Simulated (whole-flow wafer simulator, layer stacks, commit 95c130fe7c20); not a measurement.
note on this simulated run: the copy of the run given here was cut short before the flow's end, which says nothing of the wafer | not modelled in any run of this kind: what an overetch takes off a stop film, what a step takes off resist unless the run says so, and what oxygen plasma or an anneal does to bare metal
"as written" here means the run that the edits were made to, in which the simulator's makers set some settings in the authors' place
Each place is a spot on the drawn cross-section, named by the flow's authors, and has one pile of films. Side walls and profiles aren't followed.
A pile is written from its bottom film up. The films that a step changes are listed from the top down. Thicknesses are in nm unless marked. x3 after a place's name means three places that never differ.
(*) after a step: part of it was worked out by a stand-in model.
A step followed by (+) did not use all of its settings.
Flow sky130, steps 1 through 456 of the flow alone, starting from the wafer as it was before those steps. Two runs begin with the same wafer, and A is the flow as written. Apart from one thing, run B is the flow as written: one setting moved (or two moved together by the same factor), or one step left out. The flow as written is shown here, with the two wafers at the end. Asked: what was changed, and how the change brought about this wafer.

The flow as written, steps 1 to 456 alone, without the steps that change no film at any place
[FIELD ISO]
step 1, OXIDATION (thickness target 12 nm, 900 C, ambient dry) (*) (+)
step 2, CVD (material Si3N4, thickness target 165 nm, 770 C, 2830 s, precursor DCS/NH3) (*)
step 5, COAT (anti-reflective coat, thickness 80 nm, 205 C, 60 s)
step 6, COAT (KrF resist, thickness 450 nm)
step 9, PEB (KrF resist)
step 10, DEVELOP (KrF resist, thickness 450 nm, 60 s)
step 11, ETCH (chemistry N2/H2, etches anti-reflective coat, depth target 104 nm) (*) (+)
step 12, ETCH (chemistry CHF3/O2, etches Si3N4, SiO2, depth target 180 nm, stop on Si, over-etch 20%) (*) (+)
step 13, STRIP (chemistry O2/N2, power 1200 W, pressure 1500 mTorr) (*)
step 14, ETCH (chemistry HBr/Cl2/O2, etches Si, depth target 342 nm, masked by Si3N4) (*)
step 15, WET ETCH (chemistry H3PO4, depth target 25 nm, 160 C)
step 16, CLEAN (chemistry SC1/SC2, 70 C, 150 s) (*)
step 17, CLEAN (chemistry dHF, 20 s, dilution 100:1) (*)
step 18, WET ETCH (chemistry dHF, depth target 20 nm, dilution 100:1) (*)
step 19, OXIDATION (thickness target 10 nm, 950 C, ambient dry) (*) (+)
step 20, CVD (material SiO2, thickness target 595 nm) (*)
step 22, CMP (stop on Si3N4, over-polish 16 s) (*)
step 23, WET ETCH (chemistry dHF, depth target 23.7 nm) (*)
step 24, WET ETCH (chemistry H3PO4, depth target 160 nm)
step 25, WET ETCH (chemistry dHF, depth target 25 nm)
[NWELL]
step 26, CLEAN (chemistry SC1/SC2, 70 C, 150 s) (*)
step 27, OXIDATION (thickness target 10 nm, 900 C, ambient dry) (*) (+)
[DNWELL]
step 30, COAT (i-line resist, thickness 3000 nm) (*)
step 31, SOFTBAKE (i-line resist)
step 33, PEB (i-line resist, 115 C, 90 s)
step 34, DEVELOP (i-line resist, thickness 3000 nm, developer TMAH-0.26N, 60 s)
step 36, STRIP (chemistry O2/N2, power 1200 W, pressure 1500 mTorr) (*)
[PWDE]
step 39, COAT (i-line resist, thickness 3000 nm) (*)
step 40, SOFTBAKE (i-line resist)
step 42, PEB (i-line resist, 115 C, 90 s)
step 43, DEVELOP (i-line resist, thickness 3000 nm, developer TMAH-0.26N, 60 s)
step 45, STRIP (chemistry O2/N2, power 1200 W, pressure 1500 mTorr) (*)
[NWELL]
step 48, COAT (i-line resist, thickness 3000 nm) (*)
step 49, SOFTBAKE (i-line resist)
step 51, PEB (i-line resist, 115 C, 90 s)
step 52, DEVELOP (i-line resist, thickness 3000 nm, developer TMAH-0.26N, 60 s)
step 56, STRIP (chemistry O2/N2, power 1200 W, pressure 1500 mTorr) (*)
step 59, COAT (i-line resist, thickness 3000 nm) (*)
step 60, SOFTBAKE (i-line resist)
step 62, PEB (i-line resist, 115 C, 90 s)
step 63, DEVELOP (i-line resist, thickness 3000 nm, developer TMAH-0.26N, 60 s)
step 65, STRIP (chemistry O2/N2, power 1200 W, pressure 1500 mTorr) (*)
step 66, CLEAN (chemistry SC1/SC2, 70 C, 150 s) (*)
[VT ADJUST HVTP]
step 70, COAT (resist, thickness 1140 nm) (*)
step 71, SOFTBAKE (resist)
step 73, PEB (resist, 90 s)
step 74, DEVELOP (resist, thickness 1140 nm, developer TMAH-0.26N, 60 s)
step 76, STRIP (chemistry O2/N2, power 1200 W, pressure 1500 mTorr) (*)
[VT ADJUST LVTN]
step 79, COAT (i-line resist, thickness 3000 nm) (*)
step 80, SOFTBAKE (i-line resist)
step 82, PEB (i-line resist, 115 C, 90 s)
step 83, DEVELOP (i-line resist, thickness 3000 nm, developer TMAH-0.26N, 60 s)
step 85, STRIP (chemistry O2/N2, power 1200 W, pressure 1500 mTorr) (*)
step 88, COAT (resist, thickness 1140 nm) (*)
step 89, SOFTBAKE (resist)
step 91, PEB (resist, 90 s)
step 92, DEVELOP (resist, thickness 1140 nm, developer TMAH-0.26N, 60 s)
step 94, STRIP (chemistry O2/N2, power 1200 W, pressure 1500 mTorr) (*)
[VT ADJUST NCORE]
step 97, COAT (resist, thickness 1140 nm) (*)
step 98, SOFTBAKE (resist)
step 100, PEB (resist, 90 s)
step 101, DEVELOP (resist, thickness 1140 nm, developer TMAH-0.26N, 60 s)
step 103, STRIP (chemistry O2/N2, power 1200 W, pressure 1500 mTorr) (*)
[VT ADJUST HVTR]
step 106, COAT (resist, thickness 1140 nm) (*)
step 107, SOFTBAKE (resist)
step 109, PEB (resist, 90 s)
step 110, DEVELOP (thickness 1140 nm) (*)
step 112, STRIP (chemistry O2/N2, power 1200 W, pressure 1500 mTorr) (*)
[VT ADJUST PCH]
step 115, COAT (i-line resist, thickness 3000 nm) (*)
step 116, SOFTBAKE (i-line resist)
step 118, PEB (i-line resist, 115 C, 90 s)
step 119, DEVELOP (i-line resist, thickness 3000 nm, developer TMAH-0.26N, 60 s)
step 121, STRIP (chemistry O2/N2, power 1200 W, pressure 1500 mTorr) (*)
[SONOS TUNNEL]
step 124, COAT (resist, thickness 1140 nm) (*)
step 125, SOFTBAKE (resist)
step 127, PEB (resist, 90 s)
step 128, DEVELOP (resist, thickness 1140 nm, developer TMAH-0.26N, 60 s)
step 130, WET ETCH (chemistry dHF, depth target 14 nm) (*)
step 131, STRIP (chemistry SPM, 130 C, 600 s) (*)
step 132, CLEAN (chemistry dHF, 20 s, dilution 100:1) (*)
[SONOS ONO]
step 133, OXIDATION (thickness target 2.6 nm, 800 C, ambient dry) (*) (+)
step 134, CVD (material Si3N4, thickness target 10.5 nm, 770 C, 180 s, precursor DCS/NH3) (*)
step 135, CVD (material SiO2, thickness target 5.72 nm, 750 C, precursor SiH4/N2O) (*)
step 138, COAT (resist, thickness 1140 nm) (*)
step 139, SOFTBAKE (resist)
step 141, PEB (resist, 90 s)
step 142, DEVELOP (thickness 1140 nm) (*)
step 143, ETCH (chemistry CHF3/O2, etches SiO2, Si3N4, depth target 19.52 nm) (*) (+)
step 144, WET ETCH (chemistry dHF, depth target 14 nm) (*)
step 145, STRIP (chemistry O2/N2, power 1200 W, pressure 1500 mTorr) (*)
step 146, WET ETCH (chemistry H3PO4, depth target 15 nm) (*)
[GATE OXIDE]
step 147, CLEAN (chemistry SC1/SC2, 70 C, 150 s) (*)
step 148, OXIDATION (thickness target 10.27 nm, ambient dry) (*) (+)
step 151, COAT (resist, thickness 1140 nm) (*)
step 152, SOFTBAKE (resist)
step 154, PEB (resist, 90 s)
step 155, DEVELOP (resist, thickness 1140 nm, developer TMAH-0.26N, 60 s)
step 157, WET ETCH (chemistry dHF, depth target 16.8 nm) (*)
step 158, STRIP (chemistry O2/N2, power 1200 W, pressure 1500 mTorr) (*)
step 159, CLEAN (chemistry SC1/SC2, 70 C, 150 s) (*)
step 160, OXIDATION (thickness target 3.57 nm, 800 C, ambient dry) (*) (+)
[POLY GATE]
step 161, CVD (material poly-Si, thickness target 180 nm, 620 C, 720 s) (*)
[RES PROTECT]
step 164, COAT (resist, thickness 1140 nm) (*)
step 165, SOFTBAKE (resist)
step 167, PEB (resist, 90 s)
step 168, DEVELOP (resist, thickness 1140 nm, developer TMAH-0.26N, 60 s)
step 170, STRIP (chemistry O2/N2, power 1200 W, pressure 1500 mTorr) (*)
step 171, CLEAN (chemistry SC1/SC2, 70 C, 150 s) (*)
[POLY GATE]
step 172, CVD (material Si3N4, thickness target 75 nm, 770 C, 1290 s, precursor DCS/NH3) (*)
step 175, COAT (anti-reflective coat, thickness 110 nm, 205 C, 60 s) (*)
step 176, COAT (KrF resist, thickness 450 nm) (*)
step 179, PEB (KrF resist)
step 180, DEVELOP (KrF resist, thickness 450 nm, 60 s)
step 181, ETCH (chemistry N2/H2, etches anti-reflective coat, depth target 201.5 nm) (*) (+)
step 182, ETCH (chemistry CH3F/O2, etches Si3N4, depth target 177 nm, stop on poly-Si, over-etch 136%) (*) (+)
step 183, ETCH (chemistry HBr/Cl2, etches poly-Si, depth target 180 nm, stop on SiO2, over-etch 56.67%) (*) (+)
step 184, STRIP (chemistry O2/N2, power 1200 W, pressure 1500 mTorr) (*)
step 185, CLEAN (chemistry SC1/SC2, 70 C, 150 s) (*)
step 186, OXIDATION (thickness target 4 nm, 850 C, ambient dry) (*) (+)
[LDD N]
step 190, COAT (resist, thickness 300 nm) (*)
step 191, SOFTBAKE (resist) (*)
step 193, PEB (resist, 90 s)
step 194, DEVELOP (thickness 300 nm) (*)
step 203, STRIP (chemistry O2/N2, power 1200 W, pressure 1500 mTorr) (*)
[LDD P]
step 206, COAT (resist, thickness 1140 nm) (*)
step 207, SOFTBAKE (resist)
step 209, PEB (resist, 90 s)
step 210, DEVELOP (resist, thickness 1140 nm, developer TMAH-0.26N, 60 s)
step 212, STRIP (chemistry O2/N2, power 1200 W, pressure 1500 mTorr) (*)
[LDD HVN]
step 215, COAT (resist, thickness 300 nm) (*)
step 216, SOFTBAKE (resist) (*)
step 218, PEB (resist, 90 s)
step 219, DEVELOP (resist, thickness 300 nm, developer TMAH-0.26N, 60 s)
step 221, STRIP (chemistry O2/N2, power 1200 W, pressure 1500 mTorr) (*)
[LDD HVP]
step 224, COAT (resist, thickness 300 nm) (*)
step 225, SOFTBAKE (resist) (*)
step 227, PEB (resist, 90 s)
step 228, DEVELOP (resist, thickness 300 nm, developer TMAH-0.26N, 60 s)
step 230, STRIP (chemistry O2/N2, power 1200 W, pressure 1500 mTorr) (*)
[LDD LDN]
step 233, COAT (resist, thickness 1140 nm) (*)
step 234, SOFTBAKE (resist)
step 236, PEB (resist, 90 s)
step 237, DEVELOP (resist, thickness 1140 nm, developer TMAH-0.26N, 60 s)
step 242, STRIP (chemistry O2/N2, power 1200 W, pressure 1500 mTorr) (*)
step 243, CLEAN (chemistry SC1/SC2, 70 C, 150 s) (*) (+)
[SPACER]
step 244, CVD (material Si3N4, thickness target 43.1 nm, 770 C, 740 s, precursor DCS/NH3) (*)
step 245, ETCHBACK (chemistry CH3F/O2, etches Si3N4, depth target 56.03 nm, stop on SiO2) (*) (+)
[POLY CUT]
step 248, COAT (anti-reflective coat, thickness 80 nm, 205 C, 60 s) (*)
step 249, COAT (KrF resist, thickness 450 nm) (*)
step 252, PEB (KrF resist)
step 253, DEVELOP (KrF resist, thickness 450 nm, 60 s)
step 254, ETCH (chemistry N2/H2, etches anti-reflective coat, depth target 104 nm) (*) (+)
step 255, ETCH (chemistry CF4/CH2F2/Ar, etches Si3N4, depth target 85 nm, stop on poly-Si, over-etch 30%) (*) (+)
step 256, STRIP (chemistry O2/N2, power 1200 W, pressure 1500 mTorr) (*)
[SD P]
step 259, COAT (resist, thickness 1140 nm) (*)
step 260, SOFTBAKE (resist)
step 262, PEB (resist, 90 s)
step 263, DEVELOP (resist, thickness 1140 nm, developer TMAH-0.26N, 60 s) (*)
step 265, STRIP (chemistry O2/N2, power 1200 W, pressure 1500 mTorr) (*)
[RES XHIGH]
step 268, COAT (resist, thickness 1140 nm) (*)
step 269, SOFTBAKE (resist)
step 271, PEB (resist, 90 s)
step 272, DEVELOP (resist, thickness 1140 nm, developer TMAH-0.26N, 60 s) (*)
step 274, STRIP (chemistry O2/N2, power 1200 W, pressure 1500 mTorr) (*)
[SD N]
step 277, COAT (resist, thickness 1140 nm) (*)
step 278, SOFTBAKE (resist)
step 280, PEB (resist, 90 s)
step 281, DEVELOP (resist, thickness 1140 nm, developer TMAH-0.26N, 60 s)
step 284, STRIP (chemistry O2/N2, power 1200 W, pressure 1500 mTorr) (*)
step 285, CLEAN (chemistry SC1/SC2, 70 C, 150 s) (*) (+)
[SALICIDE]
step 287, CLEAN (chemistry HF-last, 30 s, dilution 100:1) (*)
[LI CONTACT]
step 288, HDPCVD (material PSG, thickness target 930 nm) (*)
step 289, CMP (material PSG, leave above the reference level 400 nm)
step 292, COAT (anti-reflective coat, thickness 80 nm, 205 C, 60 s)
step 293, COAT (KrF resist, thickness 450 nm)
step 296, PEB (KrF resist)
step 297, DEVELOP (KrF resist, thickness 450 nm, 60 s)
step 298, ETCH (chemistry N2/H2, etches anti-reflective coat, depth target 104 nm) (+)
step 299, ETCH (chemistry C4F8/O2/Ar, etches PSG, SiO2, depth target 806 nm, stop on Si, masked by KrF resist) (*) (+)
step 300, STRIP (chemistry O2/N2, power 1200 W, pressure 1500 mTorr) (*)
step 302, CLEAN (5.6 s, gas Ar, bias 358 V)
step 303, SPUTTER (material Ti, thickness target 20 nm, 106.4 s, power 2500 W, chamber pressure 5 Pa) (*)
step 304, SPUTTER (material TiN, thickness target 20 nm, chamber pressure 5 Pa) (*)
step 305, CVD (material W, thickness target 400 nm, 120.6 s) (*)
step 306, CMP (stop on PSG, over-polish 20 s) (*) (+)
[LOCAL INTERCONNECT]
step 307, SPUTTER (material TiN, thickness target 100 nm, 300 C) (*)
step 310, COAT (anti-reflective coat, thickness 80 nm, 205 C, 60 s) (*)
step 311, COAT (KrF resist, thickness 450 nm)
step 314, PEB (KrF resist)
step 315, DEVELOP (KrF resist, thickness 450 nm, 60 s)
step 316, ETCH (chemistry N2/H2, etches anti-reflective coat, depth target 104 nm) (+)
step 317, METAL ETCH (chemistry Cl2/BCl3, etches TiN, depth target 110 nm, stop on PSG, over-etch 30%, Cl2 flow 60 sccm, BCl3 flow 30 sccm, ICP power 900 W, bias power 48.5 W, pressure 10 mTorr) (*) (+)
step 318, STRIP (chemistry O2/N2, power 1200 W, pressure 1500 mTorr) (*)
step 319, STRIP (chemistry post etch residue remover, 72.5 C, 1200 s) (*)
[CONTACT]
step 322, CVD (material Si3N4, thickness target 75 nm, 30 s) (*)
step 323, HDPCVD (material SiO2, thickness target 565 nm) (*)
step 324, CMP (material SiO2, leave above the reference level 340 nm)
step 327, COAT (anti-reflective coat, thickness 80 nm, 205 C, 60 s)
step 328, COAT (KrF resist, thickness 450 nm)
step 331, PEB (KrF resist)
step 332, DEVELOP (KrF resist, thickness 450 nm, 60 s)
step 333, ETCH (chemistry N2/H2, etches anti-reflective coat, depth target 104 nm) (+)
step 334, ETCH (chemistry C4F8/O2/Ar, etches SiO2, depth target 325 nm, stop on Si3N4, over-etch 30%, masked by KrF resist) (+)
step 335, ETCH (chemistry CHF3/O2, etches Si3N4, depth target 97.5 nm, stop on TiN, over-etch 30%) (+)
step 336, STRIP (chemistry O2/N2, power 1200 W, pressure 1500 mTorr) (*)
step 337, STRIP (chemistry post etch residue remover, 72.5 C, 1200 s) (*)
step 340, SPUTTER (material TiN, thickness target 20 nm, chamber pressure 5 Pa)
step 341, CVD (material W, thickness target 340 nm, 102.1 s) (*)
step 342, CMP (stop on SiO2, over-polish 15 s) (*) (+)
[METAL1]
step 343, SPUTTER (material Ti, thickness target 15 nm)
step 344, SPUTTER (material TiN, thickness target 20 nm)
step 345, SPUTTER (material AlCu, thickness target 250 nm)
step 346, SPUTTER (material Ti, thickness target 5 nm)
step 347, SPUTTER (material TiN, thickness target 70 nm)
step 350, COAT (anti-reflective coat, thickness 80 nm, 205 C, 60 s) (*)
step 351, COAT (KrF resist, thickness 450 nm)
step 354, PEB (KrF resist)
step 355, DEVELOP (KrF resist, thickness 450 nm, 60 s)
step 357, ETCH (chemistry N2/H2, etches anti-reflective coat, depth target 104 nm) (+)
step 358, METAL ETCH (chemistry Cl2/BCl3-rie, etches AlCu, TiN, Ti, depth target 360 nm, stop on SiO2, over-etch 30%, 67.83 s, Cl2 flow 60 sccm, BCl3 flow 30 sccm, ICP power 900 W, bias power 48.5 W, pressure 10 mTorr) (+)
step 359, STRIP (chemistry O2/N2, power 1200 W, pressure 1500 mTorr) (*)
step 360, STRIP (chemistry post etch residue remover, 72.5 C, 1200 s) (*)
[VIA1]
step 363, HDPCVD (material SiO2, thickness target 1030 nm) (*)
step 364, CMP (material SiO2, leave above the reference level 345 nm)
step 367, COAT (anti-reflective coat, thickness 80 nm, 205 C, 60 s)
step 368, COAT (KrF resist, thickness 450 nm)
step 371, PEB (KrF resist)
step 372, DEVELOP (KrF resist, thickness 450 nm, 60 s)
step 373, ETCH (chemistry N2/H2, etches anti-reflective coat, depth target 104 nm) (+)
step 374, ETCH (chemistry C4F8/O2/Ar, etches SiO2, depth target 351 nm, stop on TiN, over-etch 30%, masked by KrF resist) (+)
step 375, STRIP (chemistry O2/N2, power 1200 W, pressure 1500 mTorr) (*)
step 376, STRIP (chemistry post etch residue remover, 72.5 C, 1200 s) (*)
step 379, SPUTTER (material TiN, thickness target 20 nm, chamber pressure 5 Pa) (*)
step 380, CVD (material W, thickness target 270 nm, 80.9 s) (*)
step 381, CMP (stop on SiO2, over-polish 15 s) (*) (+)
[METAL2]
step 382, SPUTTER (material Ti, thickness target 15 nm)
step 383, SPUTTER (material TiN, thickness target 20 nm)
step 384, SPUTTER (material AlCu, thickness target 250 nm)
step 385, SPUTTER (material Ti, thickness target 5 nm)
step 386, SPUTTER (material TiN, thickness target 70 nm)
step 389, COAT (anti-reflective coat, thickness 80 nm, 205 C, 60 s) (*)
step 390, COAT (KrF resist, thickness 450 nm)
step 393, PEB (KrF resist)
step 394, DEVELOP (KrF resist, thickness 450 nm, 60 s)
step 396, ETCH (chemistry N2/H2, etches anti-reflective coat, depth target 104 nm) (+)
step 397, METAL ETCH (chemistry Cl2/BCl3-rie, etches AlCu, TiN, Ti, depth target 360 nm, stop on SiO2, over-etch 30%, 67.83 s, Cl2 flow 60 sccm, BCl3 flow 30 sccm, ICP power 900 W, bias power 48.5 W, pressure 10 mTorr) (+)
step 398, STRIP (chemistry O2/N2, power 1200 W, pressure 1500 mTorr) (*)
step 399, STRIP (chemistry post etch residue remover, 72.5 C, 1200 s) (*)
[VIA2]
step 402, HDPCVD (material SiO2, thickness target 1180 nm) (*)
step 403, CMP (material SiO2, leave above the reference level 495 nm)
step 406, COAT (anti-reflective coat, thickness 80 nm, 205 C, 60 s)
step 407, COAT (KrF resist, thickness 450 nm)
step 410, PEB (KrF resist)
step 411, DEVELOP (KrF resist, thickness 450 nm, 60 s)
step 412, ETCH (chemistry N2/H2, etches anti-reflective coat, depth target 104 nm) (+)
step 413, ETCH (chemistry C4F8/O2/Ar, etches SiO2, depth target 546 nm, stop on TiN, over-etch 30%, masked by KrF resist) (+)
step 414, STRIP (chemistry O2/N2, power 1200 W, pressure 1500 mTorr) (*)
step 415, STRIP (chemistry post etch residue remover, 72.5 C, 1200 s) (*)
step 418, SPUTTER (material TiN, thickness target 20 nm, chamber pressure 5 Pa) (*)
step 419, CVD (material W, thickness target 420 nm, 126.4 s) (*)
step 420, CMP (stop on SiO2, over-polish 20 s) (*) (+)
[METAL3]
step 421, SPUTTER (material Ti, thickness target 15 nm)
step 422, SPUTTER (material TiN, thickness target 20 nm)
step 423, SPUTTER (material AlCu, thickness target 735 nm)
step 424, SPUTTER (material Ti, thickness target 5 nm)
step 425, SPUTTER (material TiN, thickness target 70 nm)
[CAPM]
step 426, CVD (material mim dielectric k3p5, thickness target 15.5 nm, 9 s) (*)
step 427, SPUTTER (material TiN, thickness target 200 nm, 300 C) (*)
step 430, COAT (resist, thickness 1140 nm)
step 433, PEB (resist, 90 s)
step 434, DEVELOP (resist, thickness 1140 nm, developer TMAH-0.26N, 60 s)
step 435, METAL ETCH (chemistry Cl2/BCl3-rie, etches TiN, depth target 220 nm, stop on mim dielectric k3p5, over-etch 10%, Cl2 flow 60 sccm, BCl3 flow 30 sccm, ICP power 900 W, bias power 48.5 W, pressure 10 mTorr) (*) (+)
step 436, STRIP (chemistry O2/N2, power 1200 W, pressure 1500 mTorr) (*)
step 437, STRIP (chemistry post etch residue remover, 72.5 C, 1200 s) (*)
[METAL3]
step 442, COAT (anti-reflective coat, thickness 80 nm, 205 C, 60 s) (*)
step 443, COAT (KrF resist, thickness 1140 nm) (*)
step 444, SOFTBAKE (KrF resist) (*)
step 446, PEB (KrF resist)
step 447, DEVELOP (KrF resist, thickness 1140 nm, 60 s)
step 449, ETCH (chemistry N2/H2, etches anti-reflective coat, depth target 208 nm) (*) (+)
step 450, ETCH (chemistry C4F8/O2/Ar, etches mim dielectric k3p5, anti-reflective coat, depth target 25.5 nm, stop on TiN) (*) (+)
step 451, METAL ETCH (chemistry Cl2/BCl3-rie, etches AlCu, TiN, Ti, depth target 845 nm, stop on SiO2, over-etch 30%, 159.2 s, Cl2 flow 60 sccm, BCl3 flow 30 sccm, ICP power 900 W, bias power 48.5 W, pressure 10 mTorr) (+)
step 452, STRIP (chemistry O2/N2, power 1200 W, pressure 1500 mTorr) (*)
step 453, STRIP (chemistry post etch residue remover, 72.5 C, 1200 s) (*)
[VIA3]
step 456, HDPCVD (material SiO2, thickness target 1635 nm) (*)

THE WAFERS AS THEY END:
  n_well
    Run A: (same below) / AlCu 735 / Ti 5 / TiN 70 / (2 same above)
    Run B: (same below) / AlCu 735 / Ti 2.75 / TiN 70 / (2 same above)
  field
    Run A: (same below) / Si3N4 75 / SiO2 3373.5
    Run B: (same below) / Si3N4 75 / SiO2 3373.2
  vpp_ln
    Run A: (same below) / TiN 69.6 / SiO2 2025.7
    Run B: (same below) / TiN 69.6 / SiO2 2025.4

What caused this: step 424, SPUTTER: thickness target 2.75 nm was run, while the flow as written has thickness target 5 nm.
One can read it off the wafer: n_well has Ti 2.75, and step 424 as written asks for 5 nm.

Step by step, how the change led to this:
  step 424, SPUTTER (material Ti, thickness target 5 nm)
      field, active, n_well and 188 more: A +5 Ti (new film) | B +2.75 Ti (new film)
  step 451, METAL ETCH (chemistry Cl2/BCl3-rie, etches AlCu, TiN, Ti, depth target 845 nm, stop on SiO2, over-etch 30%, 159.2 s, Cl2 flow 60 sccm, BCl3 flow 30 sccm, ICP power 900 W, bias power 48.5 W, pressure 10 mTorr) (+)
      field, active, gate and 69 more: A -70 TiN (all of it), -5 Ti (all of it), -735 AlCu (all of it), -20 TiN (all of it), -15 Ti (all of it), -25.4 SiO2 | B -70 TiN (all of it), -2.75 Ti (all of it), -735 AlCu (all of it), -20 TiN (all of it), -15 Ti (all of it), -25.6 SiO2
      vpp_ln, vpp_iso2, ndiff_ln and 10 more: A -70 TiN (all of it), -5 Ti (all of it), -735 AlCu (all of it), -20 TiN (all of it), -15 Ti (all of it), -25.3 SiO2 | B -70 TiN (all of it), -2.75 Ti (all of it), -735 AlCu (all of it), -20 TiN (all of it), -15 Ti (all of it), -25.6 SiO2
